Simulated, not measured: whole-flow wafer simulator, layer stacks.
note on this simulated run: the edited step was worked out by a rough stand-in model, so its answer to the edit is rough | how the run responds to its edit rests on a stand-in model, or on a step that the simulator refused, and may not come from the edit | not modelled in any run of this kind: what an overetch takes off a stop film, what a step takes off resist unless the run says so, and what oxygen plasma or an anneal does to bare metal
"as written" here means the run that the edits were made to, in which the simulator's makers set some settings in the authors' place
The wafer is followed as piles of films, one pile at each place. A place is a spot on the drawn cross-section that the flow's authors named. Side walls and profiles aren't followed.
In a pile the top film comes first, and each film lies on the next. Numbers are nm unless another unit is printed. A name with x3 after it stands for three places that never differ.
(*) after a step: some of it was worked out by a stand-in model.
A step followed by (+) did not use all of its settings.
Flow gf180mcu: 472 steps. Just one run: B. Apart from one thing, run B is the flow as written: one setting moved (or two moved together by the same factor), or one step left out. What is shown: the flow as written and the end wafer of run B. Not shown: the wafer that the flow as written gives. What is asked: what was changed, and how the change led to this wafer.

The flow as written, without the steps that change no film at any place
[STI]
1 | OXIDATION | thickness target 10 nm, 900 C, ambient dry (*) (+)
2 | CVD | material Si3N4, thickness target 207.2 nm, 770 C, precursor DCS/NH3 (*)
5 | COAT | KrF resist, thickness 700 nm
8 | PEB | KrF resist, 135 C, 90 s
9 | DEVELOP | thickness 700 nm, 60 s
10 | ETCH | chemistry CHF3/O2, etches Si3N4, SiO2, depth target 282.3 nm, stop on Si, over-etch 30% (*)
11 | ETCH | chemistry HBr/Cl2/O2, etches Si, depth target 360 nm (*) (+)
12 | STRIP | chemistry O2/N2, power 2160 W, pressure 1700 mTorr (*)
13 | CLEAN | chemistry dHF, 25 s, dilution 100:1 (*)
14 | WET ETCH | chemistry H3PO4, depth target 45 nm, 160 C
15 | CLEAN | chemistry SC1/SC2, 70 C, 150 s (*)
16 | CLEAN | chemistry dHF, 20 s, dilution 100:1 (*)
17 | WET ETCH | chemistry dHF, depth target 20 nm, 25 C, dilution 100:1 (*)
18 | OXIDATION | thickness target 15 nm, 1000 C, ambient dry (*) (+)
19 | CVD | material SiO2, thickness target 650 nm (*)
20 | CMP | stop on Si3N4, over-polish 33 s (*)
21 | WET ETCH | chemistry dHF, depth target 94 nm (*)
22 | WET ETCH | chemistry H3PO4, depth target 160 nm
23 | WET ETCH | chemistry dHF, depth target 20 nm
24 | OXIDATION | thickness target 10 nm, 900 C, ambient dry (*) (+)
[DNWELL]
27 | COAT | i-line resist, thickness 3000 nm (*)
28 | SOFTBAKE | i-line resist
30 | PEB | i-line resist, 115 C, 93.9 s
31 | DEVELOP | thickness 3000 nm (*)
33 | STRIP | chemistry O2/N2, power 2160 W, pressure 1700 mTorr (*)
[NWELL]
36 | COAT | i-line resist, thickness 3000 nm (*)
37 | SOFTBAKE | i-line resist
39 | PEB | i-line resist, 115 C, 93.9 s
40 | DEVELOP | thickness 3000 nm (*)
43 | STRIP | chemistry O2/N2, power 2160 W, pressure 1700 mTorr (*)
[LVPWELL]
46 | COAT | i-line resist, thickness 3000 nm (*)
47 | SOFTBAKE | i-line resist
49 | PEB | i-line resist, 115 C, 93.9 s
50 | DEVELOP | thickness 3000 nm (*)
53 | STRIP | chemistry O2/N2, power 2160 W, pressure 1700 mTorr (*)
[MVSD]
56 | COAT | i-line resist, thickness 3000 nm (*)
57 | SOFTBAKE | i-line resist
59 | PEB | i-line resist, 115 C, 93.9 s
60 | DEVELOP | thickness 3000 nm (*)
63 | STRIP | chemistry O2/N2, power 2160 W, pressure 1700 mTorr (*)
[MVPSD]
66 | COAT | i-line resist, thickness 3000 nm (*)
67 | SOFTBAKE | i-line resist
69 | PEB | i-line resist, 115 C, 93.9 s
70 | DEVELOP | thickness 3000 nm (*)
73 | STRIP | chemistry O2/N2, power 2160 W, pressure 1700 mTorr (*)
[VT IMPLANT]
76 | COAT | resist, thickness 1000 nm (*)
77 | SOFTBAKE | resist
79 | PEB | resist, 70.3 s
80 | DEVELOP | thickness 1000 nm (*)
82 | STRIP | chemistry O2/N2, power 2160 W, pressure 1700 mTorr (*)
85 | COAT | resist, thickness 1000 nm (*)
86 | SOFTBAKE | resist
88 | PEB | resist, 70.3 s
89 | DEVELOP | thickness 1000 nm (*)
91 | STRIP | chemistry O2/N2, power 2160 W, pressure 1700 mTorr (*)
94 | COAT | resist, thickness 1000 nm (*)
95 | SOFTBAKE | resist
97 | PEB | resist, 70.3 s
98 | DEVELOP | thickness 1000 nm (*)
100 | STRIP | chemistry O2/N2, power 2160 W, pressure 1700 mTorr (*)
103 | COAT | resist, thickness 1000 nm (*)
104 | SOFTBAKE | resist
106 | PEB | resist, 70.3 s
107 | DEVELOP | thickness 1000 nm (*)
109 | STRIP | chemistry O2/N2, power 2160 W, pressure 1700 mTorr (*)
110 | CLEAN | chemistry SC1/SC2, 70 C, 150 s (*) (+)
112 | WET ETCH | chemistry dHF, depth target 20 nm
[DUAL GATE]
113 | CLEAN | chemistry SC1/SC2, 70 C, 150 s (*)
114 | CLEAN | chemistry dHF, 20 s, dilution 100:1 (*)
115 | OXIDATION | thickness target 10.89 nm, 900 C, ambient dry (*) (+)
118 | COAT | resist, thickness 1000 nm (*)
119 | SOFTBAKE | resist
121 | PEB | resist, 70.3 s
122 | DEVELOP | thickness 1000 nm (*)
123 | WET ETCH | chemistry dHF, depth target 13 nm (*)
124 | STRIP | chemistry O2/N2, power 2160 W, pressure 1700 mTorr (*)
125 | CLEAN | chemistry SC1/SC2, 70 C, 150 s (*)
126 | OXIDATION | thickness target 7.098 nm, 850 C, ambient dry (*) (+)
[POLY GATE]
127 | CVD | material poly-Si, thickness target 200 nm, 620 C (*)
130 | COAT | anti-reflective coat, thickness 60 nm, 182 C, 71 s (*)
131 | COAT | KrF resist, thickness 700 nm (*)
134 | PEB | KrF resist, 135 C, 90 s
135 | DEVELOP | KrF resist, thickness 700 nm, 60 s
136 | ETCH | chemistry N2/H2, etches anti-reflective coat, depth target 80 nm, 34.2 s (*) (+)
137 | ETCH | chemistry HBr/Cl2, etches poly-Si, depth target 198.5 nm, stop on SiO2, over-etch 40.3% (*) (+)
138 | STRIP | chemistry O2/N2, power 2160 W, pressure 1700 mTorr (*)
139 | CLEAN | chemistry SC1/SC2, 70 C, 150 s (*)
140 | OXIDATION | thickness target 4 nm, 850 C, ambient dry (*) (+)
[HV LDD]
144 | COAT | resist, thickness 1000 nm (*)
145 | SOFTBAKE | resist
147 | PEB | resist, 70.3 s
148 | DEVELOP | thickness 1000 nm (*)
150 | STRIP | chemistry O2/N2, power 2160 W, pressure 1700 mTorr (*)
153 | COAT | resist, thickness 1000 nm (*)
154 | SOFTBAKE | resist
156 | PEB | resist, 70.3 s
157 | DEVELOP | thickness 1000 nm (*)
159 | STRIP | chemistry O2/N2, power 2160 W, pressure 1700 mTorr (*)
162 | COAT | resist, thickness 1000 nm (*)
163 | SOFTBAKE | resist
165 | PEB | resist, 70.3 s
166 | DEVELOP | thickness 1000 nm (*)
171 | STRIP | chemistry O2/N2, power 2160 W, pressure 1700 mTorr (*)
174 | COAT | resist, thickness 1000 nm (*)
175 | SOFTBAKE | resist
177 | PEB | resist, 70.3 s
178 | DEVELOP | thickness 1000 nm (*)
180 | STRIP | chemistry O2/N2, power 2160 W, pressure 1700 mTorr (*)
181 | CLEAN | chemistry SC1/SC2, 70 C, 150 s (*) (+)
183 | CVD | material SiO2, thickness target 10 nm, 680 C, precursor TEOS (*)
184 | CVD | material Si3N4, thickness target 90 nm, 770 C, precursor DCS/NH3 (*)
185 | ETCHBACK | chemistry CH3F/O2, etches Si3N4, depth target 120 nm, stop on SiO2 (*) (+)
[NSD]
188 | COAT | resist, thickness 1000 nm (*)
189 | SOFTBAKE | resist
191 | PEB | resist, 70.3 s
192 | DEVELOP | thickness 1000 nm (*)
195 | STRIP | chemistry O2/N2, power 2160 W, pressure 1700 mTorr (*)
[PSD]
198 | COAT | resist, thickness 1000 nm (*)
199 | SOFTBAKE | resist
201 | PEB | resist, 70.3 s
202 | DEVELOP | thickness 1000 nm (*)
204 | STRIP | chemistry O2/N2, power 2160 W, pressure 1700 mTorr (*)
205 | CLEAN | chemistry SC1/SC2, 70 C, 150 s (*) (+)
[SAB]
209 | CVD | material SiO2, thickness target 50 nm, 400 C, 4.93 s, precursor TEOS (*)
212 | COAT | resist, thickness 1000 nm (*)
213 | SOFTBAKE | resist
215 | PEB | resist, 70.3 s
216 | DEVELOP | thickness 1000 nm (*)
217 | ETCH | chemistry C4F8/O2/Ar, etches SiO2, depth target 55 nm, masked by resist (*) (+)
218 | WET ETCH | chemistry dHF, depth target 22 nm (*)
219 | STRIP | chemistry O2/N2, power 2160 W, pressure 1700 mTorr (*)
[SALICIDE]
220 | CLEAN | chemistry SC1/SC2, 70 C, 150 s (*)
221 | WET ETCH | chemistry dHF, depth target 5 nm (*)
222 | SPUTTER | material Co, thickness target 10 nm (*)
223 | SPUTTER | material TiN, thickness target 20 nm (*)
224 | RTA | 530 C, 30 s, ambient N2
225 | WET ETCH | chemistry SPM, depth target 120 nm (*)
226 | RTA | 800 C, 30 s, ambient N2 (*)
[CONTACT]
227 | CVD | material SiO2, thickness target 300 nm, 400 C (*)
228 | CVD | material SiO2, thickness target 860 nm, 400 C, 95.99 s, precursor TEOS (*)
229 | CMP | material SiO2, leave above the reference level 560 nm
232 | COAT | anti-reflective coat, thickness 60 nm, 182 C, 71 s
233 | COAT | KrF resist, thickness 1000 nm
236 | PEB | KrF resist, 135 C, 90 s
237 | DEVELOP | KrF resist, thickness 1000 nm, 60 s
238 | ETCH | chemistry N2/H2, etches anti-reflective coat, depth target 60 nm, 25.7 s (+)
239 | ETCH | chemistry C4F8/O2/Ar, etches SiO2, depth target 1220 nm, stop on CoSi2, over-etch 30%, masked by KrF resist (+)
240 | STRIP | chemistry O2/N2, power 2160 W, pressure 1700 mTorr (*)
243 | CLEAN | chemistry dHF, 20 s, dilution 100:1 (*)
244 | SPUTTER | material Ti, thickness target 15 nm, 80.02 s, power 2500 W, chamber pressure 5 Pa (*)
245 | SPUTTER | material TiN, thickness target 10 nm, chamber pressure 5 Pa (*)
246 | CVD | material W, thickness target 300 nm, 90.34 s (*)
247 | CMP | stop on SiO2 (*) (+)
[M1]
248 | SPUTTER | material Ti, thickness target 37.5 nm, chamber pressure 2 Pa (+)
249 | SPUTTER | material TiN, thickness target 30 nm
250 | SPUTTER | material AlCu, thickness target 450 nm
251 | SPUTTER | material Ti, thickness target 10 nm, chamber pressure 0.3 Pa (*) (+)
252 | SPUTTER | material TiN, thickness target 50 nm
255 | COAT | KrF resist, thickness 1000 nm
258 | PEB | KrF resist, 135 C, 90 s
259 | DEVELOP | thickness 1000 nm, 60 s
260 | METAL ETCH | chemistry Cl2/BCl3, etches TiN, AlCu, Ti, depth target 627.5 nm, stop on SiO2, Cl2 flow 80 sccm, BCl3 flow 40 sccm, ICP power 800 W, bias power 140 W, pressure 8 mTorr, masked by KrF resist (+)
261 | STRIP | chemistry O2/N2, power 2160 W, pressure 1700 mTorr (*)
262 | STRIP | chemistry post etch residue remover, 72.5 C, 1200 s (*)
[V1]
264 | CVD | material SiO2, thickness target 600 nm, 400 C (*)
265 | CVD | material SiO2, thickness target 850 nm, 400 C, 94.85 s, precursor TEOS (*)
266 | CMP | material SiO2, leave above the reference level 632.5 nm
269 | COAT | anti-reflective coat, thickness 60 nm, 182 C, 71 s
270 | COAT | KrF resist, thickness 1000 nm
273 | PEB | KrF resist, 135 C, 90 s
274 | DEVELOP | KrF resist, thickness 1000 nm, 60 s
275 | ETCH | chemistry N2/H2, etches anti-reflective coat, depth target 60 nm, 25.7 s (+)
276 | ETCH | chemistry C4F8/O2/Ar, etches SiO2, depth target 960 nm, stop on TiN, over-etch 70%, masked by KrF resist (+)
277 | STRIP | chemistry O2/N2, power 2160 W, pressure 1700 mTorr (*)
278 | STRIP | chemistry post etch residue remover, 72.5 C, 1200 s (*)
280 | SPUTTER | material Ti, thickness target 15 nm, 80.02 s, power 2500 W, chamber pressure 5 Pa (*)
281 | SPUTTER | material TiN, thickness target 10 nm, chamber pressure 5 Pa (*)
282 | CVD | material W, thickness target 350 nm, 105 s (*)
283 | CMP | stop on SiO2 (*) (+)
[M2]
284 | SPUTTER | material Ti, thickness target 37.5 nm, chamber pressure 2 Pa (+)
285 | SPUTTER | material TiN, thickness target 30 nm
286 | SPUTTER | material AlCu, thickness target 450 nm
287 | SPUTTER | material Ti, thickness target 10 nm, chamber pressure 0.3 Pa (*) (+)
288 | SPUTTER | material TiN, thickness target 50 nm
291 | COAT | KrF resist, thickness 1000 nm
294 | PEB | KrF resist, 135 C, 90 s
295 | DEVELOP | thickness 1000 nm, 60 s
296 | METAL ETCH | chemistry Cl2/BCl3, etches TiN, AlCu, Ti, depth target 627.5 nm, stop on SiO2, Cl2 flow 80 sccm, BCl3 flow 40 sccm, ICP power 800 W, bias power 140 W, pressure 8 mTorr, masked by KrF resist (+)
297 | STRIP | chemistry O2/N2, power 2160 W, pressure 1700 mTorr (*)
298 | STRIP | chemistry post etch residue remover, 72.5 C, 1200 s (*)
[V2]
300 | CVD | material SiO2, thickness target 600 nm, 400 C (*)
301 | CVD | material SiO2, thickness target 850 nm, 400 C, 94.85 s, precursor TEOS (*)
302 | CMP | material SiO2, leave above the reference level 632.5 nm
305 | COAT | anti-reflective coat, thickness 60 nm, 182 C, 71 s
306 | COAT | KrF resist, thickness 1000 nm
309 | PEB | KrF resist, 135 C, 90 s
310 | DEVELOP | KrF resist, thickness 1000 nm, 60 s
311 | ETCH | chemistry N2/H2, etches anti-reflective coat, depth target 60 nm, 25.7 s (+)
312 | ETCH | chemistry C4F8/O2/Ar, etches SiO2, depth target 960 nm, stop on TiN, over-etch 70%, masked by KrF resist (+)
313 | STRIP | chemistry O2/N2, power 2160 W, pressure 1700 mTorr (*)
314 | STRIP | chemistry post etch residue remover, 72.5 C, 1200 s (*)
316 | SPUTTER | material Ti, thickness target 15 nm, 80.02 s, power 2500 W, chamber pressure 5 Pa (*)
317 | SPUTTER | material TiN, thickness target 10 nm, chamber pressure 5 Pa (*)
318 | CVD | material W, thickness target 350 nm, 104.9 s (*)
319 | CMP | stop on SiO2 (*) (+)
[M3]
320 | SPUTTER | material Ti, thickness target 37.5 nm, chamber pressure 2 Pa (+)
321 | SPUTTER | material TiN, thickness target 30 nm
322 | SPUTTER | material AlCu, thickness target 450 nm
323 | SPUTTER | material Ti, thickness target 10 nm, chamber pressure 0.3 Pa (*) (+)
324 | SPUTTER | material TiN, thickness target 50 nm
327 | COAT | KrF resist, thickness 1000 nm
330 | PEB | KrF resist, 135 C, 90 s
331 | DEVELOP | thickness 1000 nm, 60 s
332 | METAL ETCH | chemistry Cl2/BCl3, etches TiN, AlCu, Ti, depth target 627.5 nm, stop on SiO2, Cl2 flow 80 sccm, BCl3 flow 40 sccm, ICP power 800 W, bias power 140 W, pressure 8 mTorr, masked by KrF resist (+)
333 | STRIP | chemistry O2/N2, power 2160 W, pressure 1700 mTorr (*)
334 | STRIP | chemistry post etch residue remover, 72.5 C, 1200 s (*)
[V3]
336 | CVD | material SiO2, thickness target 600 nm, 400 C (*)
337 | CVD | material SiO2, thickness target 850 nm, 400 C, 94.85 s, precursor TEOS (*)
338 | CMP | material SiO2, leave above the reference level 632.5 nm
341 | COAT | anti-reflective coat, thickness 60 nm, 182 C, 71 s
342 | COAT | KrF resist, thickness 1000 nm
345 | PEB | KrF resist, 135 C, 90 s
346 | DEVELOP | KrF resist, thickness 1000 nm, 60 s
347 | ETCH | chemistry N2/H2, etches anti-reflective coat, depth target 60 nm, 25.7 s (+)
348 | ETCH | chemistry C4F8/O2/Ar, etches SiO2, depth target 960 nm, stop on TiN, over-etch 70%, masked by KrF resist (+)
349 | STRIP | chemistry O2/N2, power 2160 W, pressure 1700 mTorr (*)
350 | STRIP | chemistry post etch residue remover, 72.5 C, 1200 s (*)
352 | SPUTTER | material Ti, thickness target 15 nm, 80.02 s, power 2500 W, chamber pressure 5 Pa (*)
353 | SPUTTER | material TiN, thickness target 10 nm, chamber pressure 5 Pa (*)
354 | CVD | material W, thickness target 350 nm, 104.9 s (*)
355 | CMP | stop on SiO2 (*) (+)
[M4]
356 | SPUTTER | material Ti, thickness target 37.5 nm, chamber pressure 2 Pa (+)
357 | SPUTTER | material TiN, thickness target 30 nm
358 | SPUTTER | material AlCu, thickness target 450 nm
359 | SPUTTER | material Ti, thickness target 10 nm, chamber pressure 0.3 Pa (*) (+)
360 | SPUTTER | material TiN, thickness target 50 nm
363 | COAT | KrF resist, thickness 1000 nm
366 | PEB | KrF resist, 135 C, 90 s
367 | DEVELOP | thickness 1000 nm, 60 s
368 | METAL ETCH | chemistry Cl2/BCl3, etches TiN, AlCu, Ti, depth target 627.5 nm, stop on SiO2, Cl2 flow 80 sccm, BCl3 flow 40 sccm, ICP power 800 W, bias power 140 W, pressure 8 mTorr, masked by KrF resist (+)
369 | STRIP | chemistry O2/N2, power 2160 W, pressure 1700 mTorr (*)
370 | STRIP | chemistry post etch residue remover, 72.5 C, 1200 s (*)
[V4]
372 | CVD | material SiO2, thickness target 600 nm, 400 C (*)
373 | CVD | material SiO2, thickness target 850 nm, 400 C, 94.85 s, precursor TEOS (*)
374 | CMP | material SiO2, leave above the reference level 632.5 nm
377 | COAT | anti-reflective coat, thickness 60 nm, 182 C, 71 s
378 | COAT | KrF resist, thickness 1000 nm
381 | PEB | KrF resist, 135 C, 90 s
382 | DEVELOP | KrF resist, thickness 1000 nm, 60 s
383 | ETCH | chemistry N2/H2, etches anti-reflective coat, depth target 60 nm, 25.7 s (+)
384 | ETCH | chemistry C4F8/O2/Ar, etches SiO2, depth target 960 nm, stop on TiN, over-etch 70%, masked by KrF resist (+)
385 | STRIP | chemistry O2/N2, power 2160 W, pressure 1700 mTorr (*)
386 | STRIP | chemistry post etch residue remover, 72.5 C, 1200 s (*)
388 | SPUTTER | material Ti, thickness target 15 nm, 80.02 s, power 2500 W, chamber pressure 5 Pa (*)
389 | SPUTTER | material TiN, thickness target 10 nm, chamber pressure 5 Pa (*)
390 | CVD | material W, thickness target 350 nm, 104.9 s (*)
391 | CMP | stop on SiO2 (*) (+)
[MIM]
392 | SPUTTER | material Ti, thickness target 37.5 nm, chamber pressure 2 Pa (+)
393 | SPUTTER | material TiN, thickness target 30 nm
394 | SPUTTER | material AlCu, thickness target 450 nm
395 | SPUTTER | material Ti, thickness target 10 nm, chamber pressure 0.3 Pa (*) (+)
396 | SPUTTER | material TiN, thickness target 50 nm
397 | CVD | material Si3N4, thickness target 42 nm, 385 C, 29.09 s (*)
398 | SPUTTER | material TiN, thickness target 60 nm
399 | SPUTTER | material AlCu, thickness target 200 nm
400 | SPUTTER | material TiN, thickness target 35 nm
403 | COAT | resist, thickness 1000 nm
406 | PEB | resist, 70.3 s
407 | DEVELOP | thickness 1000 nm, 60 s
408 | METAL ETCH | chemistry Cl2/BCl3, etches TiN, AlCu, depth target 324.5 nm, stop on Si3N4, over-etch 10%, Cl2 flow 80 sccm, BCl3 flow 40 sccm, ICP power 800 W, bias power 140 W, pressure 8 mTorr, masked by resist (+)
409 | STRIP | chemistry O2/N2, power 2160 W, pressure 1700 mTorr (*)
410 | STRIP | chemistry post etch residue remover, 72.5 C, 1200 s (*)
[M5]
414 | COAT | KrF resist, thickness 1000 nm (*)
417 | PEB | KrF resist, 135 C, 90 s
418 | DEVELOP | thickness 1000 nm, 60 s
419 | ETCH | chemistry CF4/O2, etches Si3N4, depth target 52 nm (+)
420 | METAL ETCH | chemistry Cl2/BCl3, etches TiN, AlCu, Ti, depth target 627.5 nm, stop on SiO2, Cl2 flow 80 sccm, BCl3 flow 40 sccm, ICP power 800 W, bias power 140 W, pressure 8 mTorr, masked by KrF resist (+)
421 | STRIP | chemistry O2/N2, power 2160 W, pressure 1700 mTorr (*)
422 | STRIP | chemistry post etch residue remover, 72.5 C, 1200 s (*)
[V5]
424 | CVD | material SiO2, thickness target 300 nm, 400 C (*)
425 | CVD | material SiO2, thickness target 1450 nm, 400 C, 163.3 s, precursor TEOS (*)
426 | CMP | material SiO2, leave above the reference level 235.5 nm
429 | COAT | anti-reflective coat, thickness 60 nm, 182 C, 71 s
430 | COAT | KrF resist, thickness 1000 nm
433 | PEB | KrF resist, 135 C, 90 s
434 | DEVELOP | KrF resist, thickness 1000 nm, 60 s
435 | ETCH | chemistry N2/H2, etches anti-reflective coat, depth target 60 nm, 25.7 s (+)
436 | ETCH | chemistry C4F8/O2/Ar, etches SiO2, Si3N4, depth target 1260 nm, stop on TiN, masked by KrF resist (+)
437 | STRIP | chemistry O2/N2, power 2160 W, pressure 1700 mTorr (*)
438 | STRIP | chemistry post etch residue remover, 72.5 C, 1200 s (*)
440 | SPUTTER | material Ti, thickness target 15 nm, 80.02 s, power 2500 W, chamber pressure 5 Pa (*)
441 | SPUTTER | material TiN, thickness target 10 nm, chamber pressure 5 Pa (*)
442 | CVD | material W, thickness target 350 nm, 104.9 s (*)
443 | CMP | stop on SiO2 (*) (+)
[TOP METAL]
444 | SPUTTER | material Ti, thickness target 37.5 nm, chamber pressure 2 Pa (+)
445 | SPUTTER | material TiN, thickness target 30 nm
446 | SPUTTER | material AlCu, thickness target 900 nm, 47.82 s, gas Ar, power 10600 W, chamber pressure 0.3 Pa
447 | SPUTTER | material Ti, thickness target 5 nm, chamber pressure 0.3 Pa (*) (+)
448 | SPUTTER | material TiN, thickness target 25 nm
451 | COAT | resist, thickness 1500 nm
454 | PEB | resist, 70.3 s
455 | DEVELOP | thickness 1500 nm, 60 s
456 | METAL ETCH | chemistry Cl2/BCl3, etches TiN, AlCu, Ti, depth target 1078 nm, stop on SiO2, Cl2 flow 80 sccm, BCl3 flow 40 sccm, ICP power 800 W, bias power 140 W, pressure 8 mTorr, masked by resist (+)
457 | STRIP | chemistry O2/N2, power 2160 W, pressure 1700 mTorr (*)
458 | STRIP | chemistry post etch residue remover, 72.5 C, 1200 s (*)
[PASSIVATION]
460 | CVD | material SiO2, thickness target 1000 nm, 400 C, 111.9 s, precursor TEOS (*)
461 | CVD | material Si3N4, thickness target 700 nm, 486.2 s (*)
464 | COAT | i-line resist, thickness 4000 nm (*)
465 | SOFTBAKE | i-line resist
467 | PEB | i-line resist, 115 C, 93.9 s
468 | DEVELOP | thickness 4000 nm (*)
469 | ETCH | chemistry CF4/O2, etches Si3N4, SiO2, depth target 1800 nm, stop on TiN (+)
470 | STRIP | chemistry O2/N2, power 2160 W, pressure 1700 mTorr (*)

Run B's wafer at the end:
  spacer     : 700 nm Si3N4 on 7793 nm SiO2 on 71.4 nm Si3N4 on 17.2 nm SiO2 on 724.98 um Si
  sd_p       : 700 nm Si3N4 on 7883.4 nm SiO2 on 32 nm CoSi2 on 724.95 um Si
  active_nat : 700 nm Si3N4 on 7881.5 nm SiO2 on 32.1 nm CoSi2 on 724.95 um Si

The reason: step 184, CVD: thickness target 75.6 nm was run, while the flow as written has thickness target 90 nm.

How this came from the change, step by step:
  184 | CVD | material Si3N4, thickness target 90 nm, 770 C, precursor DCS/NH3 (*)
      field, field__w1, field__w2 and 101 more: Si3N4 gains 75.6 (new film) (it would be, as written: Si3N4 gains 90 (new film))
  185 | ETCHBACK | chemistry CH3F/O2, etches Si3N4, depth target 120 nm, stop on SiO2 (*) (+)
      field, field__w1, field__w2 and 100 more: Si3N4 loses 75.6 (all of it), SiO2 loses 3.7 (it would be, as written: Si3N4 loses 90 (all of it), SiO2 loses 2.5)
  189 | SOFTBAKE | resist
      field: resist loses 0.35 (it would be, as written: resist gains 3.56)
  199 | SOFTBAKE | resist
      field: resist loses 0.35 (it would be, as written: resist gains 3.56)
  218 | WET ETCH | chemistry dHF, depth target 22 nm (*)
      gate, gate_hv, gate_p and 23 more: SiO2 loses 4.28 (all of it) (it would be, as written: SiO2 loses 5.48 (all of it))
      active, p_well, sd_n, iso_ptap_pw, iso_ntap_nw, iso_ptap_sub, vpnp_e: SiO2 loses 7.81 (all of it) (it would be, as written: SiO2 loses 9.01 (all of it))
      (also at 16 further places)
  223 | SPUTTER | material TiN, thickness target 20 nm (*)
      field__w2: TiN gains 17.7 (new film) (it would be, as written: TiN gains 17 (new film))
      field__w3: TiN gains 16.6 (new film) (it would be, as written: TiN gains 15.7 (new film))
      (also at 2 further places)
  224 | RTA | 530 C, 30 s, ambient N2
      ld_drn_p: under 1 film: CoSi gains 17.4 (new film), Co loses 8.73 (all of it), Si loses 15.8 (it would be, as written: under 1 film: CoSi gains 16.7 (new film), Co loses 8.4 (all of it), Si loses 15.2)
  225 | WET ETCH | chemistry SPM, depth target 120 nm (*)
      field__w2: TiN loses 17.7 (all of it), Co loses 8.96 (all of it) (it would be, as written: TiN loses 17 (all of it), Co loses 8.65 (all of it))
      field__w3: TiN loses 16.6 (all of it), Co loses 8.46 (all of it) (it would be, as written: TiN loses 15.7 (all of it), Co loses 8.06 (all of it))
      (also at 2 further places)
  226 | RTA | 800 C, 30 s, ambient N2 (*)
      ld_sd_n: CoSi2 gains 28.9 (new film), CoSi loses 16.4 (all of it), Si loses 15 (it would be, as written: CoSi2 gains 28.3 (new film), CoSi loses 16.1 (all of it), Si loses 14.7)
      ld_drn_n: CoSi2 gains 32.2 (new film), CoSi loses 18.3 (all of it), Si loses 16.7 (it would be, as written: CoSi2 gains 31.5 (new film), CoSi loses 17.9 (all of it), Si loses 16.4)
      (also at 1 further place)
  229 | CMP | material SiO2, leave above the reference level 560 nm
      spacer: SiO2 loses 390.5 (it would be, as written: SiO2 loses 404.9)
